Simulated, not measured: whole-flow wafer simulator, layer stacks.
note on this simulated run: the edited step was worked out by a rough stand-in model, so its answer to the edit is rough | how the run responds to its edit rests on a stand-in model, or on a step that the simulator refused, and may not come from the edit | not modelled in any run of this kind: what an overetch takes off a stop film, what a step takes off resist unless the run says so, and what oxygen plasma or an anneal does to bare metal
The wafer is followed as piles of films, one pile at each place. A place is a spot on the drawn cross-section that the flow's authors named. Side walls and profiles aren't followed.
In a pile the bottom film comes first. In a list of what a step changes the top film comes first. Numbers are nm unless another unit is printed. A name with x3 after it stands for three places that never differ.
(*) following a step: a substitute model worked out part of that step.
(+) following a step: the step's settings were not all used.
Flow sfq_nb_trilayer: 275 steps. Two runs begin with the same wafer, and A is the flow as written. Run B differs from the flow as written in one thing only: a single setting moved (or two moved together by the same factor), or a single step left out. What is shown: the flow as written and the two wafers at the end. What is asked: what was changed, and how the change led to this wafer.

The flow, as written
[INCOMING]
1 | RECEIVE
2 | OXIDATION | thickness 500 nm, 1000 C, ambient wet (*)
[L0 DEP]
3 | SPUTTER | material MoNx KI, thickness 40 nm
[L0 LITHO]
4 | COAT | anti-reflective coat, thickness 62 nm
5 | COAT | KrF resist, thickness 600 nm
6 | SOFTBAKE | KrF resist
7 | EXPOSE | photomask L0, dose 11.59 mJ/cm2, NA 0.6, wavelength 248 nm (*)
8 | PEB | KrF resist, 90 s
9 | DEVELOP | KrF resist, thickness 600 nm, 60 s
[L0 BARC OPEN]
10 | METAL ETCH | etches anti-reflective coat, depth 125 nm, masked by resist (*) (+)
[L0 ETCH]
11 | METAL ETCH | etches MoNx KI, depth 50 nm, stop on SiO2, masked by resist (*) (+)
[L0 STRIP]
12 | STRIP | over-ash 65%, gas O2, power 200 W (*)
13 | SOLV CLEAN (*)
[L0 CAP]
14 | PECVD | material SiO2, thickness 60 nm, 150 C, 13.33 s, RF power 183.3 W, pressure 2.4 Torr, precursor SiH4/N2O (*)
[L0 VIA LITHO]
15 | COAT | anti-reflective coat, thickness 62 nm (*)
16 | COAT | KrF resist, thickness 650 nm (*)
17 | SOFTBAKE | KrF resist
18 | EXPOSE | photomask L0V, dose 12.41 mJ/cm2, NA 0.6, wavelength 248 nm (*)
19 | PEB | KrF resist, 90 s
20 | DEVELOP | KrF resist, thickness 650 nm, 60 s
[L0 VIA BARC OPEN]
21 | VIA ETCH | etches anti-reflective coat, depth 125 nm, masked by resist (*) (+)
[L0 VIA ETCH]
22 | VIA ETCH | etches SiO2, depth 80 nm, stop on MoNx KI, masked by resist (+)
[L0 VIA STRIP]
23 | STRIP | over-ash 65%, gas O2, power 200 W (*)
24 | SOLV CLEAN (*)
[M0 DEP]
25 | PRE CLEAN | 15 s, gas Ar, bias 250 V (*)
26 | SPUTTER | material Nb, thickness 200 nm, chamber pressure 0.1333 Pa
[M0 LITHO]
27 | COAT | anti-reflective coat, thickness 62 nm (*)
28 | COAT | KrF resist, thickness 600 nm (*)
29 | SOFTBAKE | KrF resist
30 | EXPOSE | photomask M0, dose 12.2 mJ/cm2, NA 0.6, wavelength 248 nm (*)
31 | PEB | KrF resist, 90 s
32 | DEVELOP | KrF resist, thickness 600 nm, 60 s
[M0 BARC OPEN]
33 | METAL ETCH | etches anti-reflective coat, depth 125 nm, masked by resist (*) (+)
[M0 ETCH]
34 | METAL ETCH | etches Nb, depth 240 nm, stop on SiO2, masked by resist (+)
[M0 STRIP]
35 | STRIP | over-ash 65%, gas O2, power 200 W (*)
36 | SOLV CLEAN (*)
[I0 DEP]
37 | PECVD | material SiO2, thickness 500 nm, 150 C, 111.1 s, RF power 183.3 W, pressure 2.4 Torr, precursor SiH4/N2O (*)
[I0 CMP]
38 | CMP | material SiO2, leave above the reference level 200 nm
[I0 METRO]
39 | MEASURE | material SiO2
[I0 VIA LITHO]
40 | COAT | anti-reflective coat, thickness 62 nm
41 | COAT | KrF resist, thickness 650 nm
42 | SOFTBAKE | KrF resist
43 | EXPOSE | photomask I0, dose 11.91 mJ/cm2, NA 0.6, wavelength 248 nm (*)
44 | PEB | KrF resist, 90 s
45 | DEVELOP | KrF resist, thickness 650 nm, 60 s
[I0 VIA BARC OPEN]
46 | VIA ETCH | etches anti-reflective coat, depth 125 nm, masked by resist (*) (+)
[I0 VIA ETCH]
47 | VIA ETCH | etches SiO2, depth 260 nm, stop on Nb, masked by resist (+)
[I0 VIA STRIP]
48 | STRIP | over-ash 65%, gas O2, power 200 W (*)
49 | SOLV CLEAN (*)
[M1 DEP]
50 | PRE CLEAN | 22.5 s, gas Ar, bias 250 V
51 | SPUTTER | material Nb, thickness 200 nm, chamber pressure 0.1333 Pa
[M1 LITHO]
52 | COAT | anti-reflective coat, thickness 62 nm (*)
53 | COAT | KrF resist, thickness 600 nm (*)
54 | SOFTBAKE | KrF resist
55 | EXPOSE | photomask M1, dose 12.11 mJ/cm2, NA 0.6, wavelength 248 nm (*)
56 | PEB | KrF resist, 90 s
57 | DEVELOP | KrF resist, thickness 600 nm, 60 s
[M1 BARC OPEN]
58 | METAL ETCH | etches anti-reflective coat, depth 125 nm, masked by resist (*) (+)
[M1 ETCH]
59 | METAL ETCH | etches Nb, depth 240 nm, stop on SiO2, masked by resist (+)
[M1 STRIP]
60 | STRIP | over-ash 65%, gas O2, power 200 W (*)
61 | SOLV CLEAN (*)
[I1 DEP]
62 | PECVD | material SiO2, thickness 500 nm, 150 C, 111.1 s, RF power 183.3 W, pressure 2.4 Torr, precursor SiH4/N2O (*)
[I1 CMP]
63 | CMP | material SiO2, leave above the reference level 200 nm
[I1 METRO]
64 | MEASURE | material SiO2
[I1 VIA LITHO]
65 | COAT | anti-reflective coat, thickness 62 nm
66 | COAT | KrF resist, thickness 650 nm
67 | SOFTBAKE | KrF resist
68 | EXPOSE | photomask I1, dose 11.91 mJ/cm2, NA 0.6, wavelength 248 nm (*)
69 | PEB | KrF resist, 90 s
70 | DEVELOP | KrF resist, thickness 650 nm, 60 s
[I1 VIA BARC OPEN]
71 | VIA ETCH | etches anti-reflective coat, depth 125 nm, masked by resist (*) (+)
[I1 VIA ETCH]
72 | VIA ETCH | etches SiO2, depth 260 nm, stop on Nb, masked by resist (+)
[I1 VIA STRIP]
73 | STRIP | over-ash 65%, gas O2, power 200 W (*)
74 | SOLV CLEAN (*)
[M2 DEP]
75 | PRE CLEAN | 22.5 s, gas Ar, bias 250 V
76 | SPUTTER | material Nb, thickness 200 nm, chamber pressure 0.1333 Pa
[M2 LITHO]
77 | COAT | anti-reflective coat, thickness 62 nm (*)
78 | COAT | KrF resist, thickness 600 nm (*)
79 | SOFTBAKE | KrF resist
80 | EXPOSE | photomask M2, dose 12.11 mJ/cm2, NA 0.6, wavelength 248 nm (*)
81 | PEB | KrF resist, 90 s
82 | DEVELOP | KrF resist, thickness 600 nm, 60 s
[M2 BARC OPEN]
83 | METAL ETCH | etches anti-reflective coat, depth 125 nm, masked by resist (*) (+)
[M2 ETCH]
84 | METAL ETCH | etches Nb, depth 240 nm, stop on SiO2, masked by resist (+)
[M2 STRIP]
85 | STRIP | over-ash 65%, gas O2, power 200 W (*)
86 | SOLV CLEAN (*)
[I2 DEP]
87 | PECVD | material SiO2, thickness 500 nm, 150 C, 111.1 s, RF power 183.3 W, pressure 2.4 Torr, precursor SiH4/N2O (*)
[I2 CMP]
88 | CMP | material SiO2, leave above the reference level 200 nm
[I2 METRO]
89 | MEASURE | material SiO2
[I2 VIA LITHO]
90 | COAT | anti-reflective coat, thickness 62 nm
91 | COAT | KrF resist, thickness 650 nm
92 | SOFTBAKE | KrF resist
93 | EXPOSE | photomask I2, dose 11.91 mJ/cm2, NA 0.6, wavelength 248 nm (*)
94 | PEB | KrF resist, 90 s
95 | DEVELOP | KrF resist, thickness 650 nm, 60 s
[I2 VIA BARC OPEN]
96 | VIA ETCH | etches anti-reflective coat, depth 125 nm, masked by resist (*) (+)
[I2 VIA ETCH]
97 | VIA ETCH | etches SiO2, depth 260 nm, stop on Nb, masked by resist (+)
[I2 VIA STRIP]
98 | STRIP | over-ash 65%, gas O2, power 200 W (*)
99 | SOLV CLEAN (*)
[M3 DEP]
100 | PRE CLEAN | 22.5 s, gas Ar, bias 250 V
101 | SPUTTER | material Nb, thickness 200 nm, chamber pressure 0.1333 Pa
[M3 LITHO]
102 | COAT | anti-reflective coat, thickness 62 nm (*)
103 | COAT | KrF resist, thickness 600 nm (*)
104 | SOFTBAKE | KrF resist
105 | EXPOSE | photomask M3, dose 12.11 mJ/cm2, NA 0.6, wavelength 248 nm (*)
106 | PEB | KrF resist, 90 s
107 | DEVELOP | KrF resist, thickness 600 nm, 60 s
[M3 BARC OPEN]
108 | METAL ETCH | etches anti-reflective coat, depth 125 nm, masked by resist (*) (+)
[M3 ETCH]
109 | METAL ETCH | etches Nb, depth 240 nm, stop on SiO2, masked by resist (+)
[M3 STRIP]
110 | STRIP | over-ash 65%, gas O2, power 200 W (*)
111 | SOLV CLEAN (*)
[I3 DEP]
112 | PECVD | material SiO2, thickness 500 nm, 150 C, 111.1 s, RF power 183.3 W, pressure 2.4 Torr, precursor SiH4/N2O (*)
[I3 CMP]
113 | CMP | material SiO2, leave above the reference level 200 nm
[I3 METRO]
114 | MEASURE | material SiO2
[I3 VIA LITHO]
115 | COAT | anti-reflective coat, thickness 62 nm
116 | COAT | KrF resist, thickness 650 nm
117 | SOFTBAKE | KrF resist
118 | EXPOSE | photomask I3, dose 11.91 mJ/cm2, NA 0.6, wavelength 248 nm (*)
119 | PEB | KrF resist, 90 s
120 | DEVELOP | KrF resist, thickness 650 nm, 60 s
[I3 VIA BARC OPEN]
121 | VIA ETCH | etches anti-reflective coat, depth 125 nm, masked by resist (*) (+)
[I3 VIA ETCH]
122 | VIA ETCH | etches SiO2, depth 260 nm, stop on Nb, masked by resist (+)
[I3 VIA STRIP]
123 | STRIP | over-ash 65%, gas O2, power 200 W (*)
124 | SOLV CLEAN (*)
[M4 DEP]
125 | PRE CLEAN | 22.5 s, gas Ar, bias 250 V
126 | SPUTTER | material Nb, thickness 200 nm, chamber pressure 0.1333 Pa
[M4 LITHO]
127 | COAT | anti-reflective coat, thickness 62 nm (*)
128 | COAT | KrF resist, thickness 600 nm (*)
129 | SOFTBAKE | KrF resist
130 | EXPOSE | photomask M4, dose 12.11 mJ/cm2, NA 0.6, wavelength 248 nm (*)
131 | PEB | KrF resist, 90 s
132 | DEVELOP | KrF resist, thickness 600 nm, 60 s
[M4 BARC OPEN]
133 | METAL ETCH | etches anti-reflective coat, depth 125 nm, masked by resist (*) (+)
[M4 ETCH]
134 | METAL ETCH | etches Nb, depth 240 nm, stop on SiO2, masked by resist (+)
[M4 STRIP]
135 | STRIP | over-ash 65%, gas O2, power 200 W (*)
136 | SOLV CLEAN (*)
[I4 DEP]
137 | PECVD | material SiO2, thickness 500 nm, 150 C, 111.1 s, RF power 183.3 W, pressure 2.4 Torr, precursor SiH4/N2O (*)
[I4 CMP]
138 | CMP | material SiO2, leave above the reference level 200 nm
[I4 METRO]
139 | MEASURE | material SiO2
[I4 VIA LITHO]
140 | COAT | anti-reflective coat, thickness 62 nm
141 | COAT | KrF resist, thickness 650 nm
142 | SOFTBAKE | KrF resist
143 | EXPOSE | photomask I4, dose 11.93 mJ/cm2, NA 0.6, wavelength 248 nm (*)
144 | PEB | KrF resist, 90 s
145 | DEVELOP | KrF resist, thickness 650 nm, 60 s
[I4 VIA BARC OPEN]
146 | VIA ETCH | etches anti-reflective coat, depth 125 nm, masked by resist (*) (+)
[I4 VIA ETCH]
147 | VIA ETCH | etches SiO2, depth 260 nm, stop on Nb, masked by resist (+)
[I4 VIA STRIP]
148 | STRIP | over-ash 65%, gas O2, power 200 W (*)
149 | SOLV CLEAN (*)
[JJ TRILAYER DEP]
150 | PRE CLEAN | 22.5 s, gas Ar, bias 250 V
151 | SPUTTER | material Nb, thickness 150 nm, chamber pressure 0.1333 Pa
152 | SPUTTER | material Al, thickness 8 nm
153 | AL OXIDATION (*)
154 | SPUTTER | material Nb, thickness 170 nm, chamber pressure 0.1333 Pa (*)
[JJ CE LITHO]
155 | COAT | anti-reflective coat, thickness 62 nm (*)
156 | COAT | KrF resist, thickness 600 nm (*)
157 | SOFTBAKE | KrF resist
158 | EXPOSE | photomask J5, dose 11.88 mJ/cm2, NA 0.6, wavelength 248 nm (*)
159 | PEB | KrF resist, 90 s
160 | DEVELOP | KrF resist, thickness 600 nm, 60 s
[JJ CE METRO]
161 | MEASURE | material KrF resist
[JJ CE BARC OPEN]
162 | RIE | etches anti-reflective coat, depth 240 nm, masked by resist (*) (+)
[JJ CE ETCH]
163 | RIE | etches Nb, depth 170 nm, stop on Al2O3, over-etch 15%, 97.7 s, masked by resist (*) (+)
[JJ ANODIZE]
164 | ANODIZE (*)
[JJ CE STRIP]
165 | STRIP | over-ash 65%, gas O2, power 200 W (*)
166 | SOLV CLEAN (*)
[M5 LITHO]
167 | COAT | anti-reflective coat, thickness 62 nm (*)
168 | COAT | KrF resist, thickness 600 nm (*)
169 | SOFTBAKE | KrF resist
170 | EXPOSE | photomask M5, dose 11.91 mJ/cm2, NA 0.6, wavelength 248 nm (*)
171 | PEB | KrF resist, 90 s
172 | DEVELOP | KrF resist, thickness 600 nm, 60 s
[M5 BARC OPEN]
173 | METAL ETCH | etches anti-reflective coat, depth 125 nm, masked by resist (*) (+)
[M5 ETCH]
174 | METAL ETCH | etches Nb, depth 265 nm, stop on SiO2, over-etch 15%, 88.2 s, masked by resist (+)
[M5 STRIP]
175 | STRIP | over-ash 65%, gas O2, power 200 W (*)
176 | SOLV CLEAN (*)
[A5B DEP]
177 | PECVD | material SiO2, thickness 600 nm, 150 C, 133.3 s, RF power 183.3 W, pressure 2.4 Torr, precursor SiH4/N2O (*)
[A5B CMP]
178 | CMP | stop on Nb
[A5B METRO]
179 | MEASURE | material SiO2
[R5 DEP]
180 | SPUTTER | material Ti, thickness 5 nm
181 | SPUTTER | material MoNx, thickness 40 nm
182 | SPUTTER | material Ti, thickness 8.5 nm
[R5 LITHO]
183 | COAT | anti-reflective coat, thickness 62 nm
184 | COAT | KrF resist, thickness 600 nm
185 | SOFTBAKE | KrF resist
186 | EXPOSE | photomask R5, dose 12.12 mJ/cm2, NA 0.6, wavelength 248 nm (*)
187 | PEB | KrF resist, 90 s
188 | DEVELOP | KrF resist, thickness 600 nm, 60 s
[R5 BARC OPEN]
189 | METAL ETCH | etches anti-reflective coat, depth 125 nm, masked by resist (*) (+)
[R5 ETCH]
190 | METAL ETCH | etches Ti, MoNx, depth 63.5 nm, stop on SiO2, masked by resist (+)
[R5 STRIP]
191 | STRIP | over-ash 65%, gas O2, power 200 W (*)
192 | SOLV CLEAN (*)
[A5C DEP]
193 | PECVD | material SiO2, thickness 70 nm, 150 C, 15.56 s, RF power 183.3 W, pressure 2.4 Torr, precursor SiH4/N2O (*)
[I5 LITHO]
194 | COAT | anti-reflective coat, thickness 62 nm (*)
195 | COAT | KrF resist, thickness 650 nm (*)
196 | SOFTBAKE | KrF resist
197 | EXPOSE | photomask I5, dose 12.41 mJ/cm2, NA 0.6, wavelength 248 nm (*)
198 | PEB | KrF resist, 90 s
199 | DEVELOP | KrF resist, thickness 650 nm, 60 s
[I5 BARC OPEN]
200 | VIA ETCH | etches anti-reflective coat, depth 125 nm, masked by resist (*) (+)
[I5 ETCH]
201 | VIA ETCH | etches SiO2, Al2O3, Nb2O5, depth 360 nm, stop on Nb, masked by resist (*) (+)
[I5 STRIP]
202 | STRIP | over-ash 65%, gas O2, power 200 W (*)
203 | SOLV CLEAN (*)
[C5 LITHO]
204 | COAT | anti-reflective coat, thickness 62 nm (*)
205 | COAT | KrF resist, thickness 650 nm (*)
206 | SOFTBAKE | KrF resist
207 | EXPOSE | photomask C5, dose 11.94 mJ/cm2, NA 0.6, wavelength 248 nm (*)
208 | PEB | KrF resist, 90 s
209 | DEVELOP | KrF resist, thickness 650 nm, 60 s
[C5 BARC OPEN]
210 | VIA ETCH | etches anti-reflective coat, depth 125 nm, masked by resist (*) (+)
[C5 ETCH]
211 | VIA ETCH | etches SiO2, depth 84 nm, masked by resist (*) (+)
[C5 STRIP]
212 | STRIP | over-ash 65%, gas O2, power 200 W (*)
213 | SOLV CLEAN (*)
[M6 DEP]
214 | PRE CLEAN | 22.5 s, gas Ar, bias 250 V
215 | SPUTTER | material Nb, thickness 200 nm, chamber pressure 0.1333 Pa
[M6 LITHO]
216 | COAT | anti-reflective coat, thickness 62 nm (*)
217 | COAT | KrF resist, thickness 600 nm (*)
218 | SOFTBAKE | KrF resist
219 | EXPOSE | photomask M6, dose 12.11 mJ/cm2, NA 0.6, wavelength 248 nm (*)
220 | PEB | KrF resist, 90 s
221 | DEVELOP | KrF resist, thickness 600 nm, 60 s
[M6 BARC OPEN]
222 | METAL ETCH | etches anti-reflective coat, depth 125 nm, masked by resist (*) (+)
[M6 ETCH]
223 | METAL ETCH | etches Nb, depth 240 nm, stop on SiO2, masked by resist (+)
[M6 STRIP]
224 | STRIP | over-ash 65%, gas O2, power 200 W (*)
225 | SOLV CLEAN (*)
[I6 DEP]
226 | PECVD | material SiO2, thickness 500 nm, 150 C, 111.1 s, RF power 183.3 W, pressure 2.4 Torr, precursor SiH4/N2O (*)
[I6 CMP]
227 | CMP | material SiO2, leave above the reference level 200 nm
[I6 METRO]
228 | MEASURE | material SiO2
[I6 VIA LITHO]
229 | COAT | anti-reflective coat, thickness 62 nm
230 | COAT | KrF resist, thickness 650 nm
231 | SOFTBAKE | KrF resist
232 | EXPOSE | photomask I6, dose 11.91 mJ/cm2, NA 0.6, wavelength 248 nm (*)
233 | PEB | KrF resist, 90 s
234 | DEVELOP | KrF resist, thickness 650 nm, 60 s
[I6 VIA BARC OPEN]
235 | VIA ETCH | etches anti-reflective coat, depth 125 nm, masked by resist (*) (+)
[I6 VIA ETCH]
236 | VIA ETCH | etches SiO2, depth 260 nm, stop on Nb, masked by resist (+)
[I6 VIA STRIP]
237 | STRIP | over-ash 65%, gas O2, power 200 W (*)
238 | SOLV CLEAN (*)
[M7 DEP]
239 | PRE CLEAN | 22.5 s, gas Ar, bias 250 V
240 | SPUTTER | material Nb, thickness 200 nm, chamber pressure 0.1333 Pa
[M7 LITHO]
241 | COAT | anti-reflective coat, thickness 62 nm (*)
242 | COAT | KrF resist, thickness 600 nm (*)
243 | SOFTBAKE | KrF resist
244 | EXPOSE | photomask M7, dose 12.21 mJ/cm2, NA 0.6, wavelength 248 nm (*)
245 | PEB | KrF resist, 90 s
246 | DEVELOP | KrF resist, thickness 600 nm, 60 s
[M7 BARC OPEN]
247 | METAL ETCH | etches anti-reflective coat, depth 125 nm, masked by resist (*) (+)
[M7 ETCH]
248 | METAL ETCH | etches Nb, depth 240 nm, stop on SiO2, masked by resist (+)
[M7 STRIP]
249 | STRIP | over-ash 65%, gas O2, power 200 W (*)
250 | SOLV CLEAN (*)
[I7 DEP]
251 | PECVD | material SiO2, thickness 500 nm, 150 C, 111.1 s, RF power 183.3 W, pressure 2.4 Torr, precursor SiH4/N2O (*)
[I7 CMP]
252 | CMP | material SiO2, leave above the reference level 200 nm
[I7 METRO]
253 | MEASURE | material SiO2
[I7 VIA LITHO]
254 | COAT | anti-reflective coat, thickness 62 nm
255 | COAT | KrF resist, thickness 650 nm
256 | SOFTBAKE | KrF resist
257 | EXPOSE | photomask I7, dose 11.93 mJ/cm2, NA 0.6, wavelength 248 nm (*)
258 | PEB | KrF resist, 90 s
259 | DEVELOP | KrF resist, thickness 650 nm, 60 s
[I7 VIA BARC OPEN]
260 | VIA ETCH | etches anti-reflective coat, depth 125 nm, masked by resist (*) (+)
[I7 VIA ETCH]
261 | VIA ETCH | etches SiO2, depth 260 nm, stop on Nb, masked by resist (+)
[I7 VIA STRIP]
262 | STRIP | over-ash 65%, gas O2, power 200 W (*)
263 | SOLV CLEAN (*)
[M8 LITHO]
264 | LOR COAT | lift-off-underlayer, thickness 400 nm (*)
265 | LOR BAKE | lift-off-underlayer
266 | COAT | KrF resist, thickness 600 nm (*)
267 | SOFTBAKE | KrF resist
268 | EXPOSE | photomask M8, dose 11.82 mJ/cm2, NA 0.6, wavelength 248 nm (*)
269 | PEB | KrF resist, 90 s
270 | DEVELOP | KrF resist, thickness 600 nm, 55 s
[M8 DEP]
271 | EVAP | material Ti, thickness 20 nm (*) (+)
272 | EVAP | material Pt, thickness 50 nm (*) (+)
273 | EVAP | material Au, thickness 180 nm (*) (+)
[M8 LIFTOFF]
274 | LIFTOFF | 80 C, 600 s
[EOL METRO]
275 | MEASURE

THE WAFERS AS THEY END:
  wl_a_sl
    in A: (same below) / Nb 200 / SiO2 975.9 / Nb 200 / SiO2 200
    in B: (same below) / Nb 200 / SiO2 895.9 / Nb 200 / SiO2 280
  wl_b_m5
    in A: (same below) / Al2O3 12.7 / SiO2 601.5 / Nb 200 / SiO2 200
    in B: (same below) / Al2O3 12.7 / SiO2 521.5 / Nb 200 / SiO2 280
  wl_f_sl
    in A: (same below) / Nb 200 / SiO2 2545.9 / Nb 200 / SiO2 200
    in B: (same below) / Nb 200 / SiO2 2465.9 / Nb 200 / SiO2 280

The reason: step 226, PECVD: thickness 320 nm was run, while the flow as written has thickness 500 nm; step 226, PECVD: 71.11 s was run, where the flow has 111.1 s.

Step by step, how the change led to this:
  226 | PECVD | material SiO2, thickness 500 nm, 150 C, 111.1 s, RF power 183.3 W, pressure 2.4 Torr, precursor SiH4/N2O (*)
      field_l, p4_fl, p4_fm and 62 more: A +500 SiO2 | B +320 SiO2
      v_sur, via_wl, via_w and 21 more: A +500 SiO2 (new film) | B +320 SiO2 (new film)
      (as well as at 17 more places)
  227 | CMP | material SiO2, leave above the reference level 200 nm
      field_l, p4_fl, p4_fm and 59 more: A -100 SiO2 | B nothing
      moat, field_r, lsp_l, ln_m5, lsp_m: A -93.6 SiO2 | B nothing
      (as well as at 39 more places)
  229 | COAT | anti-reflective coat, thickness 62 nm
      field_r, m0r_line_l, m0r_line_r, m7r_line_l, m7r_line_r: A +62 anti-reflective coat (new film) | B +63.6 anti-reflective coat (new film)
      wl_b_sl, wl_g_sl, m5r_line_l, m5r_line_r: A +62 anti-reflective coat (new film) | B +64.3 anti-reflective coat (new film)
      (as well as at 80 more places)
  230 | COAT | KrF resist, thickness 650 nm
      m0r_line_l, m0r_line_r, m7r_line_l, m7r_line_r: A +650 KrF resist (new film) | B +665.7 KrF resist (new film)
      via_w, c5j, wl_j_sr: A +650 KrF resist (new film) | B +625.4 KrF resist (new film)
      (as well as at 39 more places)
  234 | DEVELOP | KrF resist, thickness 650 nm, 60 s
      via_v: A -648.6 KrF resist (all of it) | B -622.9 KrF resist (all of it)
  235 | VIA ETCH | etches anti-reflective coat, depth 125 nm, masked by resist (*) (+)
      field_l, v_sur, via_wl and 102 more: A -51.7 KrF resist | B -47.4 KrF resist
      via_v: A -62 anti-reflective coat (all of it), -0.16 SiO2 | B -56.8 anti-reflective coat (all of it), -0.14 SiO2
  237 | STRIP | over-ash 65%, gas O2, power 200 W (*)
      m0r_line_l, m0r_line_r, m7r_line_l, m7r_line_r: A -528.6 KrF resist (all of it), -62 anti-reflective coat (all of it) | B -548.6 KrF resist (all of it), -63.6 anti-reflective coat (all of it)
      wl_b_sl, wl_g_sl: A -528.6 KrF resist (all of it), -62 anti-reflective coat (all of it) | B -544 KrF resist (all of it), -64.3 anti-reflective coat (all of it)
      (as well as at 84 more places)
  240 | SPUTTER | material Nb, thickness 200 nm, chamber pressure 0.1333 Pa
      moat, lsp_m: A +200 Nb (new film) | B +191.5 Nb (new film)
      be: A +200 Nb (new film) | B +144.3 Nb (new film)
      (as well as at 1 more place)
  241 | COAT | anti-reflective coat, thickness 62 nm (*)
      wl_d_sl, m0r_line_l, m0r_line_r, m7r_line_l, m7r_line_r: A +62 anti-reflective coat (new film) | B +63.6 anti-reflective coat (new film)
      wl_d_sr, wl_e_sl, wl_e_m5, m8r_gap_c: A +62 anti-reflective coat (new film) | B +63.8 anti-reflective coat (new film)
      (as well as at 76 more places)
  242 | COAT | KrF resist, thickness 600 nm (*)
      m0r_line_l, m0r_line_r, m7r_line_l, m7r_line_r: A +600 KrF resist (new film) | B +613.9 KrF resist (new film)
      m5r_linepad_l, m5r_linepad_r: A +600 KrF resist (new film) | B +582.8 KrF resist (new film)
      (as well as at 40 more places)
  246 | DEVELOP | KrF resist, thickness 600 nm, 60 s
      m0r_line_l, m0r_line_r: A -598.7 KrF resist (all of it) | B -612.6 KrF resist (all of it)
      m5r_linepad_l, m5r_linepad_r: A -598.7 KrF resist (all of it) | B -581.6 KrF resist (all of it)
      (as well as at 11 more places)
  247 | METAL ETCH | etches anti-reflective coat, depth 125 nm, masked by resist (*) (+)
      v_sur, via_wl, via_w and 38 more: A -51.7 KrF resist | B -55.3 KrF resist
      wl_d_sr, wl_e_sl, wl_e_m5, m8r_gap_c: A -62 anti-reflective coat (all of it) | B -63.8 anti-reflective coat (all of it)
      (as well as at 41 more places)
  249 | STRIP | over-ash 65%, gas O2, power 200 W (*)
      m7r_line_l, m7r_line_r: A -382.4 KrF resist (all of it), -62 anti-reflective coat (all of it) | B -392.6 KrF resist (all of it), -63.6 anti-reflective coat (all of it)
      v_sur: A -379.9 KrF resist (all of it), -61.4 anti-reflective coat (all of it) | B -348.8 KrF resist (all of it), -47.7 anti-reflective coat (all of it)
      (as well as at 38 more places)
  251 | PECVD | material SiO2, thickness 500 nm, 150 C, 111.1 s, RF power 183.3 W, pressure 2.4 Torr, precursor SiH4/N2O (*)
      be: A +500 SiO2 (new film) | B +684.6 SiO2 (new film)
  252 | CMP | material SiO2, leave above the reference level 200 nm
      field_r, lsp_l: A -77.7 SiO2 | B nothing
      field_l, p4_fl, p4_fm and 48 more: A -100 SiO2 | B -20 SiO2
      (as well as at 27 more places)
  254 | COAT | anti-reflective coat, thickness 62 nm
      field_r: A +62 anti-reflective coat (new film) | B +63.8 anti-reflective coat (new film)
  262 | STRIP | over-ash 65%, gas O2, power 200 W (*)
      field_r: A -528.6 KrF resist (all of it), -62 anti-reflective coat (all of it) | B -530.8 KrF resist (all of it), -63.8 anti-reflective coat (all of it)
